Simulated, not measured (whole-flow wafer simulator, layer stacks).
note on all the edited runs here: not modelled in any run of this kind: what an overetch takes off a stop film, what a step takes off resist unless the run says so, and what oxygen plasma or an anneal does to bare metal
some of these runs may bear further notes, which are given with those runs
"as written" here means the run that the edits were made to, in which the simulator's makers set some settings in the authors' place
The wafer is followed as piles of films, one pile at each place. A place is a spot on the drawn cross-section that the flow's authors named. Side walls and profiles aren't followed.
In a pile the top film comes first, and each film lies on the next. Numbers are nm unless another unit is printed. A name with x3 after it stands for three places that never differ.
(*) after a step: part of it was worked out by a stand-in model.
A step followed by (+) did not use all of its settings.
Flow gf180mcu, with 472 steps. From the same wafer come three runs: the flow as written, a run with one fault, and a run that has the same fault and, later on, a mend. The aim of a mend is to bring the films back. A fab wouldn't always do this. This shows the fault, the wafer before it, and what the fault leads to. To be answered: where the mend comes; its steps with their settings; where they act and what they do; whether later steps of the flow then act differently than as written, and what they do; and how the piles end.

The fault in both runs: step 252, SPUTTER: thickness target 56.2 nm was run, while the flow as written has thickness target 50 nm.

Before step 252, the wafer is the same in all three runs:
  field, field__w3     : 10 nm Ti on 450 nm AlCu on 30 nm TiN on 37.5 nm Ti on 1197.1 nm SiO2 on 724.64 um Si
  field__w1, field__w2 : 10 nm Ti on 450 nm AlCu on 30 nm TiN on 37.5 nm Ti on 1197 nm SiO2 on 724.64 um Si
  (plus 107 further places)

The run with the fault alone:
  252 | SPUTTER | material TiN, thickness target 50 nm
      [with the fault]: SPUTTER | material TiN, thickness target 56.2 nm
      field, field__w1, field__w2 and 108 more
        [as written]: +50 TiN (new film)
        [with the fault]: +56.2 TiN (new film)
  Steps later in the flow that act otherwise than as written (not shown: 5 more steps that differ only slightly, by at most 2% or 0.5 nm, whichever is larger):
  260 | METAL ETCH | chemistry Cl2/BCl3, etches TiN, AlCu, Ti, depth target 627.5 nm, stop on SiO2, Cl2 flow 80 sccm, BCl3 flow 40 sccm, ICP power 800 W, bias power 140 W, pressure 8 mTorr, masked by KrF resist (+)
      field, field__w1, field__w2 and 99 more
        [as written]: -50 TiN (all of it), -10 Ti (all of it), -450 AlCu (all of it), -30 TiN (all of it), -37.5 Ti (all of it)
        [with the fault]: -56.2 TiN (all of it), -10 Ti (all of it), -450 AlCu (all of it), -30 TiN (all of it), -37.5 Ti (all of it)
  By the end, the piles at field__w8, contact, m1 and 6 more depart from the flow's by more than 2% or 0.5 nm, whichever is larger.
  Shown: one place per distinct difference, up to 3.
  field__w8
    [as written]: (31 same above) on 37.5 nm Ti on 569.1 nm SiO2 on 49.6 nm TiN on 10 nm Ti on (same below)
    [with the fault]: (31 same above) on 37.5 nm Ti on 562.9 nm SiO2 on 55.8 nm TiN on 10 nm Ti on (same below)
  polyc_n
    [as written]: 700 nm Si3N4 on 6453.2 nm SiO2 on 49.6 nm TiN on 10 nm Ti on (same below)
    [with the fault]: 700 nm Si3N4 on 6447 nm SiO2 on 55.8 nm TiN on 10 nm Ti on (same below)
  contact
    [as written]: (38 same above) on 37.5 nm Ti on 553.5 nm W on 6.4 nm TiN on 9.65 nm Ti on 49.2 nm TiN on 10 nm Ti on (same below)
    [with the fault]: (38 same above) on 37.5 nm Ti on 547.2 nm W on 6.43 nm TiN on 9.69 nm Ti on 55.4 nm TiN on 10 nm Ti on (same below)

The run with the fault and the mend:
  The mend stands after step 259.
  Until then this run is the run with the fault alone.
  259a | STRIP | chemistry O2/N2, power 2160 W, pressure 1700 mTorr (*)
      field__w8, contact, m1 and 6 more
        -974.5 KrF resist (all of it)
  259b | METAL ETCH | chemistry Cl2/BCl3, etches TiN, AlCu, Ti, depth target 6.2 nm, Cl2 flow 80 sccm, BCl3 flow 40 sccm, ICP power 800 W, bias power 140 W, pressure 8 mTorr
      field, field__w1, field__w2 and 108 more
        -6.2 TiN
  259c | HMDS | 120 C, 60 s (the flow's step 254, run once more)
      alters no film at any place that is followed
  259d | COAT | KrF resist, thickness 1000 nm (the flow's step 255, run once more)
      field, field__w1, field__w2 and 108 more
        +1000 KrF resist (new film)
  259e | SOFTBAKE | KrF resist (the flow's step 256, run once more)
      alters no film at any place that is followed
  259f | EXPOSE | photomask Metal1 (the flow's step 257, run once more)
      alters no film at any place that is followed
  259g | PEB | KrF resist, 135 C, 90 s (the flow's step 258, run once more)
      field, field__w1, field__w2 and 108 more
        -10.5 KrF resist
  259h | DEVELOP | thickness 1000 nm, 60 s (the flow's step 259, run once more)
      field, field__w1, field__w2 and 99 more
        -989.5 KrF resist (all of it)
      field__w8, contact, m1 and 6 more
        -14.9 KrF resist
  Every later step of the flow that is run acts as written at every place that is followed.
  The piles end the same as the flow's at every place that both follow.
